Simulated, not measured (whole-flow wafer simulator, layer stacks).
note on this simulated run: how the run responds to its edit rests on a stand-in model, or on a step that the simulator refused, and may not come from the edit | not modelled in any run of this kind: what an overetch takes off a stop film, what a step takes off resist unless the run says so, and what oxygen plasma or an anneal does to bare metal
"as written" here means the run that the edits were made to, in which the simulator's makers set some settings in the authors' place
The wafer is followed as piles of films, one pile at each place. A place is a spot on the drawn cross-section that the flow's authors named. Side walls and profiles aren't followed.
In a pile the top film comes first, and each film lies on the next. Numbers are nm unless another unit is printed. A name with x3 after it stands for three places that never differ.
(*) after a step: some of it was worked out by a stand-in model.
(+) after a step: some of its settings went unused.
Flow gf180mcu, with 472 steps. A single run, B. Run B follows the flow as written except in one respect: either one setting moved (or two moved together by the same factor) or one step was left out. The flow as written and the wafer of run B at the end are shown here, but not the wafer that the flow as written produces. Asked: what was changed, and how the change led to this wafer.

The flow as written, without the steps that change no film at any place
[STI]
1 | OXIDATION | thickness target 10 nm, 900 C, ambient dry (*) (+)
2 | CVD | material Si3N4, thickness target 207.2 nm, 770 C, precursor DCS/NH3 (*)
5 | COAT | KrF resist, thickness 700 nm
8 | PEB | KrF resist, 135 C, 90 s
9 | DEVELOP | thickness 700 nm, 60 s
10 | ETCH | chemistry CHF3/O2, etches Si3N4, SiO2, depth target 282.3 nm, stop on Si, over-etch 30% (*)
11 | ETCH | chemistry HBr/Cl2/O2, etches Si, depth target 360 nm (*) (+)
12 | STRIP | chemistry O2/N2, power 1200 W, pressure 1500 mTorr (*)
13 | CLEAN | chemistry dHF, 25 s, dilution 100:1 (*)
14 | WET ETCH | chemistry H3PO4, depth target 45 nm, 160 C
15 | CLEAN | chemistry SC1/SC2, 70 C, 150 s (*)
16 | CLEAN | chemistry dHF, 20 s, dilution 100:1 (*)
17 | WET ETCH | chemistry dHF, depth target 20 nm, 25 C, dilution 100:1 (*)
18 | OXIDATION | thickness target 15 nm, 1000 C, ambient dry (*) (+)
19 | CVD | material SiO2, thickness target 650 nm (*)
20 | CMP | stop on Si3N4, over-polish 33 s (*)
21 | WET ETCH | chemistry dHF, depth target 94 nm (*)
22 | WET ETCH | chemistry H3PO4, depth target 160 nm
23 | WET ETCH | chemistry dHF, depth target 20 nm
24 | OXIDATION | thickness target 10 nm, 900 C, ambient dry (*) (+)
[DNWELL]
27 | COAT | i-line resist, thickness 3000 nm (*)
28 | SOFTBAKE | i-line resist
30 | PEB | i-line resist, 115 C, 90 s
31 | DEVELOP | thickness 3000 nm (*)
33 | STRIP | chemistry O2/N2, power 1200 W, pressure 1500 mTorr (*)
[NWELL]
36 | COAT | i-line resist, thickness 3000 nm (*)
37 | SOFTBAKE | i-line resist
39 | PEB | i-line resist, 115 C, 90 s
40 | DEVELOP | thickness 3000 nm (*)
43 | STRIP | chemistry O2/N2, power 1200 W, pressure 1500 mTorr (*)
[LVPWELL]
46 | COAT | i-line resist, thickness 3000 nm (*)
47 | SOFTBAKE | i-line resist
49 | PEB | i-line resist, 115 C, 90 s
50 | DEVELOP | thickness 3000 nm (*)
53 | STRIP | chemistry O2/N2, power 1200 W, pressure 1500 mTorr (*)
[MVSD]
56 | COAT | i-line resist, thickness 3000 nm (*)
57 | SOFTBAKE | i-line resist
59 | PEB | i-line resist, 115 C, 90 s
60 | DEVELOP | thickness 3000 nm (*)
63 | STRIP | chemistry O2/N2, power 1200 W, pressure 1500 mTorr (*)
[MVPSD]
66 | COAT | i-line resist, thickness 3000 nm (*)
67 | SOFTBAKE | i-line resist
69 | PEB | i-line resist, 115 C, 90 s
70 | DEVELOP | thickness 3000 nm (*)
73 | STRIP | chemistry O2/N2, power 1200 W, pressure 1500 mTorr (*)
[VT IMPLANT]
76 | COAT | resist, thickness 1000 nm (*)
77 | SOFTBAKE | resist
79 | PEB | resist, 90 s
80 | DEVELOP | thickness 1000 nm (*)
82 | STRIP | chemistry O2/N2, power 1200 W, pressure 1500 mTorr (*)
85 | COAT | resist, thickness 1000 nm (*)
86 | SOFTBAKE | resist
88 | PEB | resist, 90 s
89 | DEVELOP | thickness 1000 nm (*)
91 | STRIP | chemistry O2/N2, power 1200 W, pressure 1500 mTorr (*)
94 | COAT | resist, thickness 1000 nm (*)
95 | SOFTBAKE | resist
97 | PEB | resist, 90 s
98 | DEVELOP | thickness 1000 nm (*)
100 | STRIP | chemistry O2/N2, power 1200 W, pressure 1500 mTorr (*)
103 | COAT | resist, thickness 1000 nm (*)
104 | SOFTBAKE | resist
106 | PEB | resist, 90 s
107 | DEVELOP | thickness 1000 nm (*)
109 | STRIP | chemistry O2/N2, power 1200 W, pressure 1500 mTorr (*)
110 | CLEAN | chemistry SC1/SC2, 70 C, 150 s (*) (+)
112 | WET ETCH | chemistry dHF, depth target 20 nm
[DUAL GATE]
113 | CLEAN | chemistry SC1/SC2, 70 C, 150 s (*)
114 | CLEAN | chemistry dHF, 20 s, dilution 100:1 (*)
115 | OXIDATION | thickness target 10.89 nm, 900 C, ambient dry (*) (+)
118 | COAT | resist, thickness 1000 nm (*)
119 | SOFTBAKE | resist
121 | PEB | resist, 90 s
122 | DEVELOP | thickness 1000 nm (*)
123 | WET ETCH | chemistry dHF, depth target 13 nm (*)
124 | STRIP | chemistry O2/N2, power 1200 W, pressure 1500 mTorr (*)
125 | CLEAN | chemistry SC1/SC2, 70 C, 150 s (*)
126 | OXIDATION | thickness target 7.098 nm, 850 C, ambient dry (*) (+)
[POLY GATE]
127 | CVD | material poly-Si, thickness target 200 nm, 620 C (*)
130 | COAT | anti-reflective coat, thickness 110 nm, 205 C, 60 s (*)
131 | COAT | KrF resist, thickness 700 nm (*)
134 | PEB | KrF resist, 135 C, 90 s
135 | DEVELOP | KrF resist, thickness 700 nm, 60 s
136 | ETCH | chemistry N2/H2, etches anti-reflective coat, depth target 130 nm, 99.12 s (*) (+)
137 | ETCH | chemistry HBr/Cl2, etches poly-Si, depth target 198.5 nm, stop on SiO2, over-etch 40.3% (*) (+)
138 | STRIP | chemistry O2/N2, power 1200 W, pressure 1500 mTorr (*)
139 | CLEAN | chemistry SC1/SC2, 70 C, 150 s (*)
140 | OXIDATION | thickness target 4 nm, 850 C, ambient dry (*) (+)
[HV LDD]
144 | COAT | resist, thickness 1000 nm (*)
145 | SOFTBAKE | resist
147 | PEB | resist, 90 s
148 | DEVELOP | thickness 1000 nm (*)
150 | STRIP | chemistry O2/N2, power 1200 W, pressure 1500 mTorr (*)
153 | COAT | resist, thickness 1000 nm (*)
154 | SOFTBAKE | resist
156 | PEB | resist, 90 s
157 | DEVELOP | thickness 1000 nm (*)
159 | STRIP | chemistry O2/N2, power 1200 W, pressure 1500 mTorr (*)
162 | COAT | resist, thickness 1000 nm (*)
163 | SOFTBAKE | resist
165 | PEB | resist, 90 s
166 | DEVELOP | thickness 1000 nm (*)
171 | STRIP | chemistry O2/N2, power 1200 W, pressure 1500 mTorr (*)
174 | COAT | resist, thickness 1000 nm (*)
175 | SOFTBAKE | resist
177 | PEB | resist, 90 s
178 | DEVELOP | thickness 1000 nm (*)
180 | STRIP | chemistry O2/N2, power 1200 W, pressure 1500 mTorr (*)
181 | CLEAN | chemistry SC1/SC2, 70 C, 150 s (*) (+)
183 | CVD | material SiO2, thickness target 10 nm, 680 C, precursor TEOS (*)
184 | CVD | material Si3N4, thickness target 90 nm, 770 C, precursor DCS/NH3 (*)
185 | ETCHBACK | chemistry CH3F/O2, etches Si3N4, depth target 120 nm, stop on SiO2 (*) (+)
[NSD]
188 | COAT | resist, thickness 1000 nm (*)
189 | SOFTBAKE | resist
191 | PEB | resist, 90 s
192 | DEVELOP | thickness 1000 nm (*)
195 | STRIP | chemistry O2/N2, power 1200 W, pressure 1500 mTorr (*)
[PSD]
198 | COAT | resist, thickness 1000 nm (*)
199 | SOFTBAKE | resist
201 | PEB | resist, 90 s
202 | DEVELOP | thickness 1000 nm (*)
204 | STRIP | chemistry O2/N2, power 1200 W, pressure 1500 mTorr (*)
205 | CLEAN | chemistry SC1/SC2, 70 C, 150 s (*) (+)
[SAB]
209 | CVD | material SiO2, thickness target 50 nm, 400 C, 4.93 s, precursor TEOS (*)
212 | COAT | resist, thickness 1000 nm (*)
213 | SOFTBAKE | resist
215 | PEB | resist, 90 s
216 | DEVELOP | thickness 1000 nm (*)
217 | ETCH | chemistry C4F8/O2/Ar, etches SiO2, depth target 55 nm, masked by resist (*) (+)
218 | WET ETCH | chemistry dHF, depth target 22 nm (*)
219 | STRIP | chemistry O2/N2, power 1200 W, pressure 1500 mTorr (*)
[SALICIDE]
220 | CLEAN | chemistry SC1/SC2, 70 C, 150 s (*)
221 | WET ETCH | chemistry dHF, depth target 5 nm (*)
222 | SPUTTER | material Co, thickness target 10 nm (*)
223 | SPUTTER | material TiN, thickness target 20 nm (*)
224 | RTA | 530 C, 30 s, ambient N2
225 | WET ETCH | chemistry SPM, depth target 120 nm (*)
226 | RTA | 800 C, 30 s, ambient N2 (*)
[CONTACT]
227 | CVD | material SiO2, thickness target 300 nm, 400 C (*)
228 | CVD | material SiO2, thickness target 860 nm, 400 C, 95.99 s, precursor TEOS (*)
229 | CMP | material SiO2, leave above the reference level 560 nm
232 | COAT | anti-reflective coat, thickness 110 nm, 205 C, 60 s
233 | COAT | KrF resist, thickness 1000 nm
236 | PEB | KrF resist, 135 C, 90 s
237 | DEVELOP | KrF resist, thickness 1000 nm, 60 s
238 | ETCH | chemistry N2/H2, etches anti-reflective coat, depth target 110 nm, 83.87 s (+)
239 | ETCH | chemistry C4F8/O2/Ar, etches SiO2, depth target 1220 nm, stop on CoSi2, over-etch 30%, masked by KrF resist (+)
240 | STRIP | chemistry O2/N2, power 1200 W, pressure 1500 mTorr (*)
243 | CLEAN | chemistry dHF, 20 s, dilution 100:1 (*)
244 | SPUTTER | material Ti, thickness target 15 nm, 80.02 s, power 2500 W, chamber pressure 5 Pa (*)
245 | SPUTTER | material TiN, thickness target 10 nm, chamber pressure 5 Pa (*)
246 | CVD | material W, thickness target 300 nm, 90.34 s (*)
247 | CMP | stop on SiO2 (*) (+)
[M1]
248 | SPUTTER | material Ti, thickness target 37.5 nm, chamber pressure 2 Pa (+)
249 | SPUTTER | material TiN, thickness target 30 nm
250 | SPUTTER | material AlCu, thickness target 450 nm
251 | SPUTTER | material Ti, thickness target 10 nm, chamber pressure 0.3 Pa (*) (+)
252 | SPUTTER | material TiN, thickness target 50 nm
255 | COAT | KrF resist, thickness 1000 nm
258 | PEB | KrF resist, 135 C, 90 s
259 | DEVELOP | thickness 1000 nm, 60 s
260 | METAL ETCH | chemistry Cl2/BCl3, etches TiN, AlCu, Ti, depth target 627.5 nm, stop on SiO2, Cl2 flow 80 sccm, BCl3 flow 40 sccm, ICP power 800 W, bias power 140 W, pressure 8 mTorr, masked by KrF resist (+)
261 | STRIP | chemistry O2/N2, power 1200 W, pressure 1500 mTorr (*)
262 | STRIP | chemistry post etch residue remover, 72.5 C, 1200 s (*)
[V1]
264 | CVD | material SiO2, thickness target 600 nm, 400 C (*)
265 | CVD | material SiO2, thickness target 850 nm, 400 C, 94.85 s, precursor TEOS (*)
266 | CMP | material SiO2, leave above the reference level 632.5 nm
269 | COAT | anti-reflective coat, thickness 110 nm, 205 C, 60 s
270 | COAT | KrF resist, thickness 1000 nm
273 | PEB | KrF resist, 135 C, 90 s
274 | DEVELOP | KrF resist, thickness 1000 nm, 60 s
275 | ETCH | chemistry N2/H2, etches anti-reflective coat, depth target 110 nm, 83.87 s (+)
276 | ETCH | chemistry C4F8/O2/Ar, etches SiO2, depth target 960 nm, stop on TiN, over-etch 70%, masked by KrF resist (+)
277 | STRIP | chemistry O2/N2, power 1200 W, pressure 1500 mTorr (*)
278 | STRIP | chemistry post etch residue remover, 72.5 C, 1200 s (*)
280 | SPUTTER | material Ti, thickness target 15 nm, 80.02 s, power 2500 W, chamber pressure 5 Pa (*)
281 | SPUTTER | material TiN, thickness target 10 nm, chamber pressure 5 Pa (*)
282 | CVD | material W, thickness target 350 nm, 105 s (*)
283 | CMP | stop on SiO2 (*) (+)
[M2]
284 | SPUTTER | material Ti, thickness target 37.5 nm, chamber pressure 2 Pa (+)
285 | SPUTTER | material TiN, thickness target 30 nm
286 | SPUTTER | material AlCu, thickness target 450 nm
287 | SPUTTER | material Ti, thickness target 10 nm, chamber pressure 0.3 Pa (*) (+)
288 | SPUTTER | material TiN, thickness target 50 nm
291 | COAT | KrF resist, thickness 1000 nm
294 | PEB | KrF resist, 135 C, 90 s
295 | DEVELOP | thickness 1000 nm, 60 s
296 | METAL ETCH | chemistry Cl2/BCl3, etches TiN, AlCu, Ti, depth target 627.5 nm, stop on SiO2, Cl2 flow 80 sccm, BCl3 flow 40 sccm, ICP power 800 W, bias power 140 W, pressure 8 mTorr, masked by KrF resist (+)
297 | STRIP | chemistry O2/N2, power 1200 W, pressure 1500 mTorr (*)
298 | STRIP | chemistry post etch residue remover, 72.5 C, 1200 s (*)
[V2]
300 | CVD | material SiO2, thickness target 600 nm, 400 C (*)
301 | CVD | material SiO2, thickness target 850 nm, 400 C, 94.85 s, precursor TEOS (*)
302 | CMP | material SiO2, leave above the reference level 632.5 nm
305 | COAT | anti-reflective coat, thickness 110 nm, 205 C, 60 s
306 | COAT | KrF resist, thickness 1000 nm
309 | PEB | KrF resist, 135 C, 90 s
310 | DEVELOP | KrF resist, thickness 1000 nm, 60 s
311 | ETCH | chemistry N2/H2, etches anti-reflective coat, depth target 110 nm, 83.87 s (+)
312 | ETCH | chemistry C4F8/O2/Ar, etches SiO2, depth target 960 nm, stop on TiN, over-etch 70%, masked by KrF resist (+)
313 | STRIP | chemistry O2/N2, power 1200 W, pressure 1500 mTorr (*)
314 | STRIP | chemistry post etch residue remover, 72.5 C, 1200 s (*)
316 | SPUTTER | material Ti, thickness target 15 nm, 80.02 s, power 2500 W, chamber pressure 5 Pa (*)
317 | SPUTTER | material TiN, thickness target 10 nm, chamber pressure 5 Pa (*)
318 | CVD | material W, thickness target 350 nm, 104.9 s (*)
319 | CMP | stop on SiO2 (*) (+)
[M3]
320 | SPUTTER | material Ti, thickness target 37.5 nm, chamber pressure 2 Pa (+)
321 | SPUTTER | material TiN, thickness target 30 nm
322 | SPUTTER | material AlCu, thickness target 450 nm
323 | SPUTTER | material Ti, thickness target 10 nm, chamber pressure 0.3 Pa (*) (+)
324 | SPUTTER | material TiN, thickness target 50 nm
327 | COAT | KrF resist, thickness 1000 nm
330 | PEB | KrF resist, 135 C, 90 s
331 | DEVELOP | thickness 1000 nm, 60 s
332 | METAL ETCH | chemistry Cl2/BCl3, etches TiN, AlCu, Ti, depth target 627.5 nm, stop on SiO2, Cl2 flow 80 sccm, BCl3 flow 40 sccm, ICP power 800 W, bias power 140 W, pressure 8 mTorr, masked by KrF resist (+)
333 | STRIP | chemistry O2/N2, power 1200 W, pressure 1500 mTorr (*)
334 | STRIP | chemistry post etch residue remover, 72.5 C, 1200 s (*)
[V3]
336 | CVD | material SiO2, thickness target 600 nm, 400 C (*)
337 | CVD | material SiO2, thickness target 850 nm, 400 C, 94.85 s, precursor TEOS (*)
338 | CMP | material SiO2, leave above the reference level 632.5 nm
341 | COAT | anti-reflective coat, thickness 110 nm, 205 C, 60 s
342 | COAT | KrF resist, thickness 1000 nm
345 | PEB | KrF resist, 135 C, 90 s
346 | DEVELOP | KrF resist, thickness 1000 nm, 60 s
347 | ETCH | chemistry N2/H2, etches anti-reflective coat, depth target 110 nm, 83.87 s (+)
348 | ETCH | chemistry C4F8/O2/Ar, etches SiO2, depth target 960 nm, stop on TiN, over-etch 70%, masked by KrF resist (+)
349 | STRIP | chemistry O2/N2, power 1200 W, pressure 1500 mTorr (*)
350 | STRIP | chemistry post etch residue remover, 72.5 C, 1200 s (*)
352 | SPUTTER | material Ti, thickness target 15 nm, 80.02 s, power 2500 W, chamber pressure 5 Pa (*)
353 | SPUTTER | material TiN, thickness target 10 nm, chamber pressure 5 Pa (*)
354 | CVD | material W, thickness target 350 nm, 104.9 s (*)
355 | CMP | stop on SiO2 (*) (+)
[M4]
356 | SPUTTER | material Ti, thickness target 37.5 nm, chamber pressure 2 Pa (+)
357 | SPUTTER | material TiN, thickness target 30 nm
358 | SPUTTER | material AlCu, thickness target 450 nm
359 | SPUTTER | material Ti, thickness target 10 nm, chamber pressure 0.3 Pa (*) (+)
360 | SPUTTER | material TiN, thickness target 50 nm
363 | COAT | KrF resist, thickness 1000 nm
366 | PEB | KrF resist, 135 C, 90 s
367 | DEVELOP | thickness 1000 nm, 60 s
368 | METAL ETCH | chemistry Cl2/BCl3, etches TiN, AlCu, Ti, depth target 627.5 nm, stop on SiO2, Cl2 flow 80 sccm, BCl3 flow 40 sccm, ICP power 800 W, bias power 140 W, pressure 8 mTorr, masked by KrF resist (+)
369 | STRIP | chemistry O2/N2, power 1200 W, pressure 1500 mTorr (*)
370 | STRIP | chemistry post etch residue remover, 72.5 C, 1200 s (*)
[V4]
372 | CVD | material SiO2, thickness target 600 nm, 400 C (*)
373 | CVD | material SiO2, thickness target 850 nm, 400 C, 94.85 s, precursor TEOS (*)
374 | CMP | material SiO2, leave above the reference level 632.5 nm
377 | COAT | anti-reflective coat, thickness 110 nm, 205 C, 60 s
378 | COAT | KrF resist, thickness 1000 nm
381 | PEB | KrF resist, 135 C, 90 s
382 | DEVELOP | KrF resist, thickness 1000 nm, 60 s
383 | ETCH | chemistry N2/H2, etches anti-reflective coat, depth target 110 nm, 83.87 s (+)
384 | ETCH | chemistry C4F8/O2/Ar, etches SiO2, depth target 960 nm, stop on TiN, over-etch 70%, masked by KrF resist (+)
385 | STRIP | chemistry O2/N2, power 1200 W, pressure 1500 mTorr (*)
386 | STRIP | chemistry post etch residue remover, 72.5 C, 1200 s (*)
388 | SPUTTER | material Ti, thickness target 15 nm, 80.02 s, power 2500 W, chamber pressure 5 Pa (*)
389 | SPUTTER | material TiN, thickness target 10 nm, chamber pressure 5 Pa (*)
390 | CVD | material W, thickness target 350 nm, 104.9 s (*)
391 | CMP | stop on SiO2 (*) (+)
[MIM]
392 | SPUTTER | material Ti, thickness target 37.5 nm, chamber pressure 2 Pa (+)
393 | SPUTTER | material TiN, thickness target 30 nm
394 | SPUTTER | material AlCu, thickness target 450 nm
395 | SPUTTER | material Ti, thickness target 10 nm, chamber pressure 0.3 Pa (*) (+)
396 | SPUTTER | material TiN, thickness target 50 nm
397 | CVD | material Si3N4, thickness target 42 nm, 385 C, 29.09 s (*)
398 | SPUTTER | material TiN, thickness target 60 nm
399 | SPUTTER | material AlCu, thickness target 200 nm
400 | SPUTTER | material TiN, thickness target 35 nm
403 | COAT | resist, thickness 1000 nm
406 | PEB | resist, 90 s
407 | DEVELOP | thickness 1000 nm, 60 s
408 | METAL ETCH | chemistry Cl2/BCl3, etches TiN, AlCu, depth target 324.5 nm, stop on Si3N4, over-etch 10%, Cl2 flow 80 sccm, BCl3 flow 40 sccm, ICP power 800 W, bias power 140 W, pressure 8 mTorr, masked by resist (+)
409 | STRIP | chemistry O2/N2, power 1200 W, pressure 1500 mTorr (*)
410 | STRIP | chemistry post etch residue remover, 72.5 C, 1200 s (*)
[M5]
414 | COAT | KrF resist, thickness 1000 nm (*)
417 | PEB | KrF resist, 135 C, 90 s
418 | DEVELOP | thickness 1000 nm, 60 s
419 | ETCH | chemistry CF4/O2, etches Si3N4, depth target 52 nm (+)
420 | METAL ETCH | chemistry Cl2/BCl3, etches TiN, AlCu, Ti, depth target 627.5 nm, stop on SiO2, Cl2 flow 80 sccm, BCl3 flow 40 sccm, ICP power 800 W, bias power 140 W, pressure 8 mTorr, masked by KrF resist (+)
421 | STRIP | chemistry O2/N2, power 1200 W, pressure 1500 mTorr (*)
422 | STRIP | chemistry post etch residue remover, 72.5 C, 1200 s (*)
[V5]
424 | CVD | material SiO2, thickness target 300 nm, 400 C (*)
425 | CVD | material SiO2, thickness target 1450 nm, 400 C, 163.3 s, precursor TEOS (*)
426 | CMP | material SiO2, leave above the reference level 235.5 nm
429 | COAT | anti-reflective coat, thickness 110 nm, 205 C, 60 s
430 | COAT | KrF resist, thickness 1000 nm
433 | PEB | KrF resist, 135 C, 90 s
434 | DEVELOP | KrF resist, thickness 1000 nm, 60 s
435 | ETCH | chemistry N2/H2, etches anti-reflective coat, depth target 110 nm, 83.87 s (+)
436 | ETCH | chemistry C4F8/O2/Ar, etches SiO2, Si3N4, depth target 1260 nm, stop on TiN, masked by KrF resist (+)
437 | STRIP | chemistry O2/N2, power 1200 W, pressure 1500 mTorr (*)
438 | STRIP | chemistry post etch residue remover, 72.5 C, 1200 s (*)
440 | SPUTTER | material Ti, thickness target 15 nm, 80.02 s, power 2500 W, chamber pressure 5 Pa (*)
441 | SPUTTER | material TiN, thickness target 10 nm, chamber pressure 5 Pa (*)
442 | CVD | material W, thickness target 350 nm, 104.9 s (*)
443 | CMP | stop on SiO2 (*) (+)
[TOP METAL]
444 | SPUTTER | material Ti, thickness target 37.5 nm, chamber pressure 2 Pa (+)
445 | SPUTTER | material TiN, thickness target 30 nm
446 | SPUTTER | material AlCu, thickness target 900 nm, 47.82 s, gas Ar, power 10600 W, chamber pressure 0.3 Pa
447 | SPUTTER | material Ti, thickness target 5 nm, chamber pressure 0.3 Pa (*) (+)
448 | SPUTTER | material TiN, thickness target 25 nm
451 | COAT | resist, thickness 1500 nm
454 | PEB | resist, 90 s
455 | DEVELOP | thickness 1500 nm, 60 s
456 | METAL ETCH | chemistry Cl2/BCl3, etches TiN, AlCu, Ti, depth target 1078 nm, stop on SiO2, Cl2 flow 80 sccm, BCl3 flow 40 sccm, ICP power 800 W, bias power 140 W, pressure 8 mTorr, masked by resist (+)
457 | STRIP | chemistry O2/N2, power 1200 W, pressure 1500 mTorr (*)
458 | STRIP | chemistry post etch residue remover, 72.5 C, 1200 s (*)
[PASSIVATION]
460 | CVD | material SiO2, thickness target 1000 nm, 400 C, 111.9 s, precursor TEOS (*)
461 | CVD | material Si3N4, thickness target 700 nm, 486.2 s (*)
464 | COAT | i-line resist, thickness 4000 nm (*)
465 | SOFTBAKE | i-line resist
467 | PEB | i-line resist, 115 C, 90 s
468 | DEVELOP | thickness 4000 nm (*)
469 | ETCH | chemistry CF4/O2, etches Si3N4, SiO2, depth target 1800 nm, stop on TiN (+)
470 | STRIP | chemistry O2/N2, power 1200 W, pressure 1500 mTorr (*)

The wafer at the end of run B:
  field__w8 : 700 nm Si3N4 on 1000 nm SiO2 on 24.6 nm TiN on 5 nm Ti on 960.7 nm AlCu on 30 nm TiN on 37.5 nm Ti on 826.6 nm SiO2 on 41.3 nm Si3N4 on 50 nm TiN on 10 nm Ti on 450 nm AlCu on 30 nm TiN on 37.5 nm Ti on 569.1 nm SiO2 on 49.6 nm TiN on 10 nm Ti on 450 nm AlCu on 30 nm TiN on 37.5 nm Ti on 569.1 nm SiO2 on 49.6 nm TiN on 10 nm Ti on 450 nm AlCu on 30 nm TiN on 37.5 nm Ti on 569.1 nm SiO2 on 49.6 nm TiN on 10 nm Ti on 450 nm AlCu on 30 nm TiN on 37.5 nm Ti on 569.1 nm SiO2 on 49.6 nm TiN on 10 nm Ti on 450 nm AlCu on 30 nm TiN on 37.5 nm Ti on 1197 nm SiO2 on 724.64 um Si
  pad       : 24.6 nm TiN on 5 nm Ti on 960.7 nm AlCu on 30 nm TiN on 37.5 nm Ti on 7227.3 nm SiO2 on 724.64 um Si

Cause: step 446, SPUTTER: 50.98 s was run, while the flow as written has 47.82 s.

The path from the change to this, step by step:
  446 | SPUTTER | material AlCu, thickness target 900 nm, 47.82 s, gas Ar, power 10600 W, chamber pressure 0.3 Pa
      field, field__w1, field__w2 and 109 more: AlCu gains 960.7 (new film) (as written it would have been: AlCu gains 900 (new film))
  456 | METAL ETCH | chemistry Cl2/BCl3, etches TiN, AlCu, Ti, depth target 1078 nm, stop on SiO2, Cl2 flow 80 sccm, BCl3 flow 40 sccm, ICP power 800 W, bias power 140 W, pressure 8 mTorr, masked by resist (+)
      field, field__w1, field__w2 and 103 more: TiN loses 25 (all of it), Ti loses 5 (all of it), AlCu loses 960.7 (all of it), TiN loses 30 (all of it), Ti loses 37.5 (all of it) (as written it would have been: TiN loses 25 (all of it), Ti loses 5 (all of it), AlCu loses 900 (all of it), TiN loses 30 (all of it), Ti loses 37.5 (all of it))
  464 | COAT | i-line resist, thickness 4000 nm (*)
      contact: i-line resist gains 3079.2 (new film) (as written it would have been: i-line resist gains 3153.6 (new film))
      m1: i-line resist gains 3081.8 (new film) (as written it would have been: i-line resist gains 3158.3 (new film))
      (and at 2 other places as well)
  465 | SOFTBAKE | i-line resist
      field__w5, field__w9: i-line resist gains 33 (as written it would have been: i-line resist gains 37.3)
      field__w11, field__w13: i-line resist gains 34.2 (as written it would have been: i-line resist gains 37.9)
      (and at 63 other places as well)
  467 | PEB | i-line resist, 115 C, 90 s
      field__w8, m1__w1: i-line resist loses 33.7 (as written it would have been: i-line resist loses 34.7)
      contact, m1: i-line resist loses 34 (as written it would have been: i-line resist loses 35.1)
      (and at 2 other places as well)
  468 | DEVELOP | thickness 4000 nm (*)
      pad: i-line resist loses 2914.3 (all of it) (as written it would have been: i-line resist loses 2974.8 (all of it))
  470 | STRIP | chemistry O2/N2, power 1200 W, pressure 1500 mTorr (*)
      field__w8: i-line resist loses 1729.1 (all of it) (as written it would have been: i-line resist loses 1787.7 (all of it))
      contact: i-line resist loses 1745.4 (all of it) (as written it would have been: i-line resist loses 1811.2 (all of it))
      (and at 3 other places as well)
